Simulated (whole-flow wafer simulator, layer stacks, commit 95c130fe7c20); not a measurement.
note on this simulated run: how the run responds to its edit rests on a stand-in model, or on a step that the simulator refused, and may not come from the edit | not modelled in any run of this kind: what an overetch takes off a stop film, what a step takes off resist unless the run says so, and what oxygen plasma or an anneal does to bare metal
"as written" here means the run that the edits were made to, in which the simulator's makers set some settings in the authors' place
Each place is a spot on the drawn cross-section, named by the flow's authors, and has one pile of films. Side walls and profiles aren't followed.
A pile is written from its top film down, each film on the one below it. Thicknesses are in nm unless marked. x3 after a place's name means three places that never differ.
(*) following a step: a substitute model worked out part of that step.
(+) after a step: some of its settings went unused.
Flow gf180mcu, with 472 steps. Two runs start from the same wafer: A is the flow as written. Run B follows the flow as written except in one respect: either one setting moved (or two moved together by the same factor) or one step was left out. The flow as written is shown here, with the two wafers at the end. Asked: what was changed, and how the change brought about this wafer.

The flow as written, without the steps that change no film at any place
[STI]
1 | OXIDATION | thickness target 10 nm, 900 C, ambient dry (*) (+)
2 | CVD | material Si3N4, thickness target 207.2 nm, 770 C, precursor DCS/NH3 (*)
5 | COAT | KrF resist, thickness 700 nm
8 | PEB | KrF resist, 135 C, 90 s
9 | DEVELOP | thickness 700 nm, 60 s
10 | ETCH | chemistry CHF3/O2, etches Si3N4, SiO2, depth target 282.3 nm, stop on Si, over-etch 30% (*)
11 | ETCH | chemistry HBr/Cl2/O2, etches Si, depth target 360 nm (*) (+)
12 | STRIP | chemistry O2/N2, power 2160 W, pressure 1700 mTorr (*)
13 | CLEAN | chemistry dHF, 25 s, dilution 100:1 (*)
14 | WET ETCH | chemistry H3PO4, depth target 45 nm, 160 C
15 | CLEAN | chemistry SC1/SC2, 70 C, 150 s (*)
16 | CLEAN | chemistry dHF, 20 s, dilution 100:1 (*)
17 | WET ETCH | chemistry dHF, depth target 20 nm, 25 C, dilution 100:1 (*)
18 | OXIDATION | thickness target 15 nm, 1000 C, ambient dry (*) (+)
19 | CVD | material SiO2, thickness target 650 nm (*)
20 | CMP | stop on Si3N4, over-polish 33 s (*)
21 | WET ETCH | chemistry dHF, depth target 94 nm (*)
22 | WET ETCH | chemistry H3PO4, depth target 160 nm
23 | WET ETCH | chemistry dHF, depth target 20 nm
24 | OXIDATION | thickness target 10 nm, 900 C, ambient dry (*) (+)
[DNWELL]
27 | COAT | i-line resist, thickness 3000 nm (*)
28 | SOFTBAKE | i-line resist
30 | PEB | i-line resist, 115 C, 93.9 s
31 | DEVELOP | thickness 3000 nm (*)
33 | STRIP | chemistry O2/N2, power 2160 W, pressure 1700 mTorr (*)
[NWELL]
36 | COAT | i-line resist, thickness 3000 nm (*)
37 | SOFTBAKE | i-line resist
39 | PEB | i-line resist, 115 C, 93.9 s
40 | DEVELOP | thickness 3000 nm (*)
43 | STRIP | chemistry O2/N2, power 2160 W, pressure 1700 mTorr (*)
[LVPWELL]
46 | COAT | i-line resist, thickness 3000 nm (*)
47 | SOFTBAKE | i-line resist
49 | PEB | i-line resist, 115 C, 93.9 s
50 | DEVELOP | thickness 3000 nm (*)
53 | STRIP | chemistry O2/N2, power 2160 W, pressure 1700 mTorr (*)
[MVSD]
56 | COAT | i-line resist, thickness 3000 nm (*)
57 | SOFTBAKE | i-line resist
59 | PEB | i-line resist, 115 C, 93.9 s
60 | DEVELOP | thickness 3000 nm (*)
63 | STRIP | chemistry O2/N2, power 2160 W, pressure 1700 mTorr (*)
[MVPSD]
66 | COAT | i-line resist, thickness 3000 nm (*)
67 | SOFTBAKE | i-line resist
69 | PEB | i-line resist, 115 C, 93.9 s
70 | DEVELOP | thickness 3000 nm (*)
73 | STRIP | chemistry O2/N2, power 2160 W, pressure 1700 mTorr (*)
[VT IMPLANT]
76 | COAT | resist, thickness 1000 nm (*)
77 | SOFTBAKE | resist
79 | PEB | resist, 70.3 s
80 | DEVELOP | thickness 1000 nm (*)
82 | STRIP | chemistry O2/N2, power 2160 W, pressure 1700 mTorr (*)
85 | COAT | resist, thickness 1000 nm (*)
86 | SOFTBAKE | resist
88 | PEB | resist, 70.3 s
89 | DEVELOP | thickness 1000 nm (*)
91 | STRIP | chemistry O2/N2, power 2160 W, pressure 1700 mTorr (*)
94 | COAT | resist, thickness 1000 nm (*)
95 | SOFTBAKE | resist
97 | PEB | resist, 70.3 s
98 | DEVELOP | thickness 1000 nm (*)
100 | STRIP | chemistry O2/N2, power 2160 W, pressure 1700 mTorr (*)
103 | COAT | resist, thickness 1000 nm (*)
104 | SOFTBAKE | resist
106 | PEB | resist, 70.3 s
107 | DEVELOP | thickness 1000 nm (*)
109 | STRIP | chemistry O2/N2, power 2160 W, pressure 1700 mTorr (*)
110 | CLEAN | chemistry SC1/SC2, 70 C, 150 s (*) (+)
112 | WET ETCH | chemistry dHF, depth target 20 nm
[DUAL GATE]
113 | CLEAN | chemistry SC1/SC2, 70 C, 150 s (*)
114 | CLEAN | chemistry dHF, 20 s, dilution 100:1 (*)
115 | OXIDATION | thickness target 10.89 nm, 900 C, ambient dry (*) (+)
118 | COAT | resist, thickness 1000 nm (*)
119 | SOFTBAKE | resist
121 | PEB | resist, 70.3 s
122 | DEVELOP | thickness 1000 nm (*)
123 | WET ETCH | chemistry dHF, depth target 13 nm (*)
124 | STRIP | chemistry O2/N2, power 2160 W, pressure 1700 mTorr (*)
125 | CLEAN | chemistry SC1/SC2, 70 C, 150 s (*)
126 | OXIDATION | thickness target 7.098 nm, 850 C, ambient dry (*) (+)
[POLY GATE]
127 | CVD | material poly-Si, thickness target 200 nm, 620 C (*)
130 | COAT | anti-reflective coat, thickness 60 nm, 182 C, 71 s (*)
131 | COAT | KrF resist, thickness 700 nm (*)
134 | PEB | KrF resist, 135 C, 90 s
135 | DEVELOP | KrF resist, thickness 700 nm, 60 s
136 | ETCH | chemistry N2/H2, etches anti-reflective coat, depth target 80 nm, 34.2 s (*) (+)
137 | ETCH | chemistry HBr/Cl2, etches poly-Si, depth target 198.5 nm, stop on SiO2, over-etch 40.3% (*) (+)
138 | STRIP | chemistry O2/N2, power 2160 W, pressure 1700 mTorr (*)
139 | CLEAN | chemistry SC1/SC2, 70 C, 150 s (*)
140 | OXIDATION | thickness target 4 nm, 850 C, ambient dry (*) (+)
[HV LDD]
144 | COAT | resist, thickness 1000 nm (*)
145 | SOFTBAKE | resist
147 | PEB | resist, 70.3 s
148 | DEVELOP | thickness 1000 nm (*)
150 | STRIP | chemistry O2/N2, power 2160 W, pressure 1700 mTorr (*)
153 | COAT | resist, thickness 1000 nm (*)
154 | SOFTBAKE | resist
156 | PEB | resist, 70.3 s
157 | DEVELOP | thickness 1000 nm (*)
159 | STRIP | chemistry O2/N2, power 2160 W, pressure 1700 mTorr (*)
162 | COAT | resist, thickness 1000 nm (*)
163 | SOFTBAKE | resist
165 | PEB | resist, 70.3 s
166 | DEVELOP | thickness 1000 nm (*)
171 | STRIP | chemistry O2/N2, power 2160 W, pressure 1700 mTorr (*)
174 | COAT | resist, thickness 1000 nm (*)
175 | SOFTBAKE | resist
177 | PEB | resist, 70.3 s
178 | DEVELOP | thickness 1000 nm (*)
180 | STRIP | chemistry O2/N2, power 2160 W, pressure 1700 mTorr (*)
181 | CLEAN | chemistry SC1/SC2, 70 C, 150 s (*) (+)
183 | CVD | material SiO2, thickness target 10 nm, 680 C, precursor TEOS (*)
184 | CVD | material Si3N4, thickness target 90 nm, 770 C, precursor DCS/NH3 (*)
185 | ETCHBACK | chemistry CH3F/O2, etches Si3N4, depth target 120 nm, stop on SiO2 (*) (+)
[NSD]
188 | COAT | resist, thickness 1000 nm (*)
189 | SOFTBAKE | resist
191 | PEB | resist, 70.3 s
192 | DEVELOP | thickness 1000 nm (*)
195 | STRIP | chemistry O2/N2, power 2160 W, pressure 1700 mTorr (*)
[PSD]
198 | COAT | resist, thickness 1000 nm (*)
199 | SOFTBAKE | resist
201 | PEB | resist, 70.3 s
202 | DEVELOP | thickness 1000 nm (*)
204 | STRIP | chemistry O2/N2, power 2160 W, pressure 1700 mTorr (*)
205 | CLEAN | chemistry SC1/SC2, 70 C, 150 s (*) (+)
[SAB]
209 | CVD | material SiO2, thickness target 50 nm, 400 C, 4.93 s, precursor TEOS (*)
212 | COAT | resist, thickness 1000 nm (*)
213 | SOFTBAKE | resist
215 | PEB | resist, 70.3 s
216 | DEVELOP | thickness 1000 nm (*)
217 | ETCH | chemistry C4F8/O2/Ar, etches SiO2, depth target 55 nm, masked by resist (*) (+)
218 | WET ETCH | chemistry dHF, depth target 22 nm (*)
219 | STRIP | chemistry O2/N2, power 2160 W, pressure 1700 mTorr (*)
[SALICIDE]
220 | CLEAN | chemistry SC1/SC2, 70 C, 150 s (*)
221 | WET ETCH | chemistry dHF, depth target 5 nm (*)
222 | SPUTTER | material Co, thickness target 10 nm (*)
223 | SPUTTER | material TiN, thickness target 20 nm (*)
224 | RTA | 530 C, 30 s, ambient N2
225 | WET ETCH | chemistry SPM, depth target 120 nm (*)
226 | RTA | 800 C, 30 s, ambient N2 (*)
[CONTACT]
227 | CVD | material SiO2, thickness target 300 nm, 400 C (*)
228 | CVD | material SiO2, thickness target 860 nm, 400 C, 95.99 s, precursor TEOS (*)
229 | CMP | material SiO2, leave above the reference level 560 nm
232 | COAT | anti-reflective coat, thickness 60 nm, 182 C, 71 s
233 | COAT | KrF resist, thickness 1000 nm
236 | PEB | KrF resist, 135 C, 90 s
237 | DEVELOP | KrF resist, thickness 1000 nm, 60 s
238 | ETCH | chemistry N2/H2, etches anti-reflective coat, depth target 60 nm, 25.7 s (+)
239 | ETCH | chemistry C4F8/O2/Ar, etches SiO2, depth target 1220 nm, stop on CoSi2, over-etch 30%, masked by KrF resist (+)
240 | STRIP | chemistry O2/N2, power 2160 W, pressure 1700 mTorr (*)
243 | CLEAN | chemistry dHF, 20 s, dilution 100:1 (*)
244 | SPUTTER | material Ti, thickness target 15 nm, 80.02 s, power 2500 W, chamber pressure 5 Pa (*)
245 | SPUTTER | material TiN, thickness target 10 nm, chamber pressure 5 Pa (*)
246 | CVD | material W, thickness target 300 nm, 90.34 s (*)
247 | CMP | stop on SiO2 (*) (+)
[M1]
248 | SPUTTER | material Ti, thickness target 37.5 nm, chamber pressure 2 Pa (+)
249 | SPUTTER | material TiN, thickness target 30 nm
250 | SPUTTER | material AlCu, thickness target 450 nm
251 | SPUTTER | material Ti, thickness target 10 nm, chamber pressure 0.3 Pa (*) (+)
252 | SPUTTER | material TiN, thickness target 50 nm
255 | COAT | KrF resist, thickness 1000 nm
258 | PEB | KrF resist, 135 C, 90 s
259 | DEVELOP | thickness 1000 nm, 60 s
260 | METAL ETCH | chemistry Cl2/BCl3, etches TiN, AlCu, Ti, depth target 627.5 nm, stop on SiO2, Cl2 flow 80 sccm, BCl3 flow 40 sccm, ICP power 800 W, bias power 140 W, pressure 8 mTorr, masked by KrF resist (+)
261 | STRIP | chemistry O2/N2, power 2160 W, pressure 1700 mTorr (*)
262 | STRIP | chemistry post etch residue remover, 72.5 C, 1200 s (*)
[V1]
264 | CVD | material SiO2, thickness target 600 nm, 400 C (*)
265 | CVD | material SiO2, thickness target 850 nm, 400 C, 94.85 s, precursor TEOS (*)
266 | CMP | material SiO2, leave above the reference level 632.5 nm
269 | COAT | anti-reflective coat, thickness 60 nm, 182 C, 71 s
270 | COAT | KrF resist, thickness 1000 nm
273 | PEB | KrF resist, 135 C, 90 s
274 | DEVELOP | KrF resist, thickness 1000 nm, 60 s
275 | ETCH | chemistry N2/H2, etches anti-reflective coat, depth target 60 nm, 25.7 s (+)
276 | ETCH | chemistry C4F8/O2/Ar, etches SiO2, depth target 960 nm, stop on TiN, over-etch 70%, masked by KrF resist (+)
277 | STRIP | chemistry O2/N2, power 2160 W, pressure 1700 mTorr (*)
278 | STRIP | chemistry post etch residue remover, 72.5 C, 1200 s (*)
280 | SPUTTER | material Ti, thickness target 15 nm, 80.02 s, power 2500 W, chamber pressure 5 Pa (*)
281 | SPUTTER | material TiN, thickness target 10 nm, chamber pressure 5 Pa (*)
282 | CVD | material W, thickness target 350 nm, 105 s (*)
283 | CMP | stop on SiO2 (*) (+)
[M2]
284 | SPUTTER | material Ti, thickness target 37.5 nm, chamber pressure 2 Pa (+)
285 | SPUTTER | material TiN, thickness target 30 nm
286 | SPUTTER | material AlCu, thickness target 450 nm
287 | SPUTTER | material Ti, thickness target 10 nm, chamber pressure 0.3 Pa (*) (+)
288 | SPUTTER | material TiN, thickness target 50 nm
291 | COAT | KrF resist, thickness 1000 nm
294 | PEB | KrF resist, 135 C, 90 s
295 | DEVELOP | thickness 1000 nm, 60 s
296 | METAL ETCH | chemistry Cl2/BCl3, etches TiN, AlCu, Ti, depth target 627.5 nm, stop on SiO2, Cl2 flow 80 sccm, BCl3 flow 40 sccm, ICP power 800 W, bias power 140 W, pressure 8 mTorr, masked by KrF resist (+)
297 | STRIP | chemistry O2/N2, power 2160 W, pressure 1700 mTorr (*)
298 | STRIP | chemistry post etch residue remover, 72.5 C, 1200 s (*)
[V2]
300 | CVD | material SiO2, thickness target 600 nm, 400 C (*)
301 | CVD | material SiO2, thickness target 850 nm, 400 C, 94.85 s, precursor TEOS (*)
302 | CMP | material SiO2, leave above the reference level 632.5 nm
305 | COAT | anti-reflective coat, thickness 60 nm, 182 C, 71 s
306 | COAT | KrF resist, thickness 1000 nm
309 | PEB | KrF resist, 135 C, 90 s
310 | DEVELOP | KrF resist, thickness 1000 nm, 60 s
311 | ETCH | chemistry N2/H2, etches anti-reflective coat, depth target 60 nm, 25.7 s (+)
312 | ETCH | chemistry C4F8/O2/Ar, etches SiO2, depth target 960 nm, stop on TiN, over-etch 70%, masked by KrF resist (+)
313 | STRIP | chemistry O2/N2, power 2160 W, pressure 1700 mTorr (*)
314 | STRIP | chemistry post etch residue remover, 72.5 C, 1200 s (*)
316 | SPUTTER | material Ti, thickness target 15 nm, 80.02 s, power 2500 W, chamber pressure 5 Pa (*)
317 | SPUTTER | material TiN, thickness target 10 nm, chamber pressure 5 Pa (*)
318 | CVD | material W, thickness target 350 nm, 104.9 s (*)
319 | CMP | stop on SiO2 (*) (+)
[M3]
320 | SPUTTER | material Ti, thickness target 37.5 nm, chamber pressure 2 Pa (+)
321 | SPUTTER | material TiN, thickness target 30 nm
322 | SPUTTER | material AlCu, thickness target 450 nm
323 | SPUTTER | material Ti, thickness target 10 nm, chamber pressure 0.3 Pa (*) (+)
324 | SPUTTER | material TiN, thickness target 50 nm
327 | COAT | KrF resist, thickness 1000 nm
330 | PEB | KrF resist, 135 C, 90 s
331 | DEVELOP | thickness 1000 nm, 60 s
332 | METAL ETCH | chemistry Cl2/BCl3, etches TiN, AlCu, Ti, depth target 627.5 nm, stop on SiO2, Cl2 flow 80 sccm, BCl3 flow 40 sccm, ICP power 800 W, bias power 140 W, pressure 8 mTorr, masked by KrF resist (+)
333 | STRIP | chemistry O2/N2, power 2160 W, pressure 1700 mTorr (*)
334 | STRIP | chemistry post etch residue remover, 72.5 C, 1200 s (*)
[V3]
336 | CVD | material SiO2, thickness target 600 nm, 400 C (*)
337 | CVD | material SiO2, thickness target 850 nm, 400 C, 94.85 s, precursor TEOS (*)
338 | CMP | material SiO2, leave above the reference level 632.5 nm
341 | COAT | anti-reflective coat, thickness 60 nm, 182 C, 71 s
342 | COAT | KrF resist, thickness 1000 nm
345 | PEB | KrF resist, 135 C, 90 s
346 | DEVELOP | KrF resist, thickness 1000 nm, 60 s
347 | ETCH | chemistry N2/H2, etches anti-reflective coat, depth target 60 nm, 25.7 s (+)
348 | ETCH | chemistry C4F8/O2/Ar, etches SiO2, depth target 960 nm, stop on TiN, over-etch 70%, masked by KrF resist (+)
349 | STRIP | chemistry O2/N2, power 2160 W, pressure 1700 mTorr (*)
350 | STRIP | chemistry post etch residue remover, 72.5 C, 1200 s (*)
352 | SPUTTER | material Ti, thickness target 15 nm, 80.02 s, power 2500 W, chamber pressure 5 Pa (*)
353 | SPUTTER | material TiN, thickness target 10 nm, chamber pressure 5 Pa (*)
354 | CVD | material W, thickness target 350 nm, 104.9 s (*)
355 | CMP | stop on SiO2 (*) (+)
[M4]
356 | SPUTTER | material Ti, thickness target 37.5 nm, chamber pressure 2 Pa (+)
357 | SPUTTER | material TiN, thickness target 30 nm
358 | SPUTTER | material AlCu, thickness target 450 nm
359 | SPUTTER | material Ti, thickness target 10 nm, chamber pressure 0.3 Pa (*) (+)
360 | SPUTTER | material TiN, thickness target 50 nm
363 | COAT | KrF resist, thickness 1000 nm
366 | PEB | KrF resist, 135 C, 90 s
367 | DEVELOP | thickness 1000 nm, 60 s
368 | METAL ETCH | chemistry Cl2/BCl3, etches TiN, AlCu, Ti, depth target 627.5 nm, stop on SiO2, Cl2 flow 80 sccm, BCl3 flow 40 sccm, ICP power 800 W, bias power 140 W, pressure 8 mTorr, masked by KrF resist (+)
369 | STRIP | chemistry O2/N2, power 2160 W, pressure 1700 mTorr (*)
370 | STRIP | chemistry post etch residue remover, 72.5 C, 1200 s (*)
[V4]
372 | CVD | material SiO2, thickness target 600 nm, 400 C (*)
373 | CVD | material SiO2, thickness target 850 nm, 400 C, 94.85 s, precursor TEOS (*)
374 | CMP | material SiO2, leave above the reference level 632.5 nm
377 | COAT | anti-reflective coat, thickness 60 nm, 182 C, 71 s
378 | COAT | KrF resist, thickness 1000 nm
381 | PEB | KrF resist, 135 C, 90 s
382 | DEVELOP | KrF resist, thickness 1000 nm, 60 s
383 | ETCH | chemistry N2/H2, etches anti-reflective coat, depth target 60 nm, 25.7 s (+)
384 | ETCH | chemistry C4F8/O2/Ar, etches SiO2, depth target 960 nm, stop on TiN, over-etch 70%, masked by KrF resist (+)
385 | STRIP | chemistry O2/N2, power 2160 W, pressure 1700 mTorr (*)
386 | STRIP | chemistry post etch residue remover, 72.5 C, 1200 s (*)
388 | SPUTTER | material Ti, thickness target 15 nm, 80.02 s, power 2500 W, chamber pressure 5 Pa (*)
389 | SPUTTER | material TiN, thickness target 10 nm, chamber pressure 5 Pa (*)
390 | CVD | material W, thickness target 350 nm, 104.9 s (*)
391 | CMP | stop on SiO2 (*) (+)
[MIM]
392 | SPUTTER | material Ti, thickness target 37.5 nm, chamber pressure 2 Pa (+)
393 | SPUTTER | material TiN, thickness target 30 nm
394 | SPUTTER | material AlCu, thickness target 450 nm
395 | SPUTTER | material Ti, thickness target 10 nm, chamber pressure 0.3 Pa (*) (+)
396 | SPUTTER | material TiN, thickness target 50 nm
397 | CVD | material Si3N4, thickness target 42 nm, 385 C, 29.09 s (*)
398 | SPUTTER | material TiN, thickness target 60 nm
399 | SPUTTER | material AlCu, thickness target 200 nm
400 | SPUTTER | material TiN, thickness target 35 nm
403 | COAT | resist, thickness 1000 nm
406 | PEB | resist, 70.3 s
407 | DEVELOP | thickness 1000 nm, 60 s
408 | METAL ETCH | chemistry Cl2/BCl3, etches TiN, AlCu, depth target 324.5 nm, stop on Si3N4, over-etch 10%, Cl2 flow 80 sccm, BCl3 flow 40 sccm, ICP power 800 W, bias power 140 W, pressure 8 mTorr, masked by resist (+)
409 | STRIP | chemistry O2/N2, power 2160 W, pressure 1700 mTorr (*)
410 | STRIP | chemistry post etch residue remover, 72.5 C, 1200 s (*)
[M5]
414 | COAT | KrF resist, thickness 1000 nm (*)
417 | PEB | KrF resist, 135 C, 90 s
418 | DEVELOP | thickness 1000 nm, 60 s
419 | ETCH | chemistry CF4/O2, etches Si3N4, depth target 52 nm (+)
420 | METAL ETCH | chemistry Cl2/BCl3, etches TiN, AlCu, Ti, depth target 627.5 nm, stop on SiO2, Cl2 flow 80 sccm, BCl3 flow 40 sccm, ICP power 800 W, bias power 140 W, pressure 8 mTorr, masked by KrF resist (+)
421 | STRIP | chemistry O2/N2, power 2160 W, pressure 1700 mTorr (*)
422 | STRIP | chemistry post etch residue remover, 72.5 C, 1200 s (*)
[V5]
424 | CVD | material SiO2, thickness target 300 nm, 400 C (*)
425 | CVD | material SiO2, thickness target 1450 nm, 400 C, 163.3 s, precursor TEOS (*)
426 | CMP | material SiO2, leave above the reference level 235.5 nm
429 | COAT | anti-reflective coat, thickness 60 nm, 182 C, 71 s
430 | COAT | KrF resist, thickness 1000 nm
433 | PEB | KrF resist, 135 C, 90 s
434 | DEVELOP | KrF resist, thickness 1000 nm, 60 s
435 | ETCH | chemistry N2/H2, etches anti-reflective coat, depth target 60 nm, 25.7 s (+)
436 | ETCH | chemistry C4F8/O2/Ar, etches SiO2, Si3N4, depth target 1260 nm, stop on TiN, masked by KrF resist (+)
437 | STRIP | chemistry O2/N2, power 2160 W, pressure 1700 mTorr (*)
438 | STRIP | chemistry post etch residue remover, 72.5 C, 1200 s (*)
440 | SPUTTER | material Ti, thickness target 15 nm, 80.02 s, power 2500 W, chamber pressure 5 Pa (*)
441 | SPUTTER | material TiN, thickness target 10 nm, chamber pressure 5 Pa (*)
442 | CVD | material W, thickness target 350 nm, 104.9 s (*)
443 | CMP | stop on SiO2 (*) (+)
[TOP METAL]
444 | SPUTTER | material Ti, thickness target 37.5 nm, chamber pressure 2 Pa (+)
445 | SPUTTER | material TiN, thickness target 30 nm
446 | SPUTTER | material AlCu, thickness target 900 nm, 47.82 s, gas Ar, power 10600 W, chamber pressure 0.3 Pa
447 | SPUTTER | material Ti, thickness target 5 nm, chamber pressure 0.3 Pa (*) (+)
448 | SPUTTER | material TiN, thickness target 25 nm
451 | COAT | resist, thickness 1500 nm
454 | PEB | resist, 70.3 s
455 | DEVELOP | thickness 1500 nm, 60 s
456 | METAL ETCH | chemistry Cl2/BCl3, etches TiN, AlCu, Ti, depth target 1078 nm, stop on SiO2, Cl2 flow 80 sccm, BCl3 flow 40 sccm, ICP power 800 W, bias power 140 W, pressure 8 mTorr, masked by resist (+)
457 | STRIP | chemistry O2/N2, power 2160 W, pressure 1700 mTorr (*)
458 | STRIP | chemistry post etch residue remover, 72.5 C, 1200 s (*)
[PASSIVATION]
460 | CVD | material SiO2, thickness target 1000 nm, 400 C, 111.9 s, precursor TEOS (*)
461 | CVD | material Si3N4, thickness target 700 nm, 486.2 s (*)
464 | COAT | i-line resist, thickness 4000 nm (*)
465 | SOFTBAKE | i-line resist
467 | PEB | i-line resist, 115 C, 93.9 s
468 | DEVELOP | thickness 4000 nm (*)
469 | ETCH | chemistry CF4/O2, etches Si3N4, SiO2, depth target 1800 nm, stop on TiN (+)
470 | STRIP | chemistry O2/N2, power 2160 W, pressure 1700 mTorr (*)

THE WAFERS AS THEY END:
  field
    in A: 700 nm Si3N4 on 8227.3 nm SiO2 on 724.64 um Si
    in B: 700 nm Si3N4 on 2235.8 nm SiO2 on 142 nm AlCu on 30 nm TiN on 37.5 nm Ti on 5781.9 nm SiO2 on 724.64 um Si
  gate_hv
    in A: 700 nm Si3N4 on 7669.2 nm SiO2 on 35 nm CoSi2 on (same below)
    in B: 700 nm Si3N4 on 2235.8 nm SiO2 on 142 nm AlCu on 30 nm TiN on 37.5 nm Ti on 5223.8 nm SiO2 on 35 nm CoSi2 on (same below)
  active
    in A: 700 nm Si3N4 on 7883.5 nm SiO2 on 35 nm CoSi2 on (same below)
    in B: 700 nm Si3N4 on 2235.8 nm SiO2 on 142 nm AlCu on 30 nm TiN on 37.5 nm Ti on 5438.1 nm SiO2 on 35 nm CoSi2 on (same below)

The reason: step 420, METAL ETCH: depth target 360.8 nm was run, while the flow as written has depth target 627.5 nm.

How this came from the change, step by step:
  420 | METAL ETCH | chemistry Cl2/BCl3, etches TiN, AlCu, Ti, depth target 627.5 nm, stop on SiO2, Cl2 flow 80 sccm, BCl3 flow 40 sccm, ICP power 800 W, bias power 140 W, pressure 8 mTorr, masked by KrF resist (+)
      field, field__w1, field__w2 and 101 more: A -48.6 TiN (all of it), -10 Ti (all of it), -450 AlCu (all of it), -30 TiN (all of it), -37.5 Ti (all of it) | B -48.6 TiN (all of it), -10 Ti (all of it), -302.2 AlCu
      field__w4, field__w8, contact, m1, m1__w1, mim, mim_1p0, m1_nw: A -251 KrF resist | B -144.3 KrF resist
  421 | STRIP | chemistry O2/N2, power 2160 W, pressure 1700 mTorr (*)
      field__w8, m1__w1: A -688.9 KrF resist (all of it) | B -795.5 KrF resist (all of it)
      contact, m1: A -689.3 KrF resist (all of it) | B -796 KrF resist (all of it)
      (and at 4 other places as well)
  422 | STRIP | chemistry post etch residue remover, 72.5 C, 1200 s (*)
      field, field__w1, field__w2 and 101 more: A nothing | B -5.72 AlCu
  424 | CVD | material SiO2, thickness target 300 nm, 400 C (*)
      field, field__w1, field__w2 and 101 more: A +300 SiO2 | B +300 SiO2 (new film)
  426 | CMP | material SiO2, leave above the reference level 235.5 nm
      field, field__w1, field__w5 and 92 more: A -300.8 SiO2 | B -510.4 SiO2
      field__w2, field__w3, field__w12 and 6 more: A -272.7 SiO2 | B -491.8 SiO2
Taking metal films that touch as one body, field has 1 body; the flow as written gives 0 bodies.
Taking metal films that touch as one body, gate_hv has 2 bodies (between them, from the top down: SiO2 5223.8); the flow as written gives 1 body.
Taking metal films that touch as one body, active has 2 bodies (between them, from the top down: SiO2 5438.1); the flow as written gives 1 body.
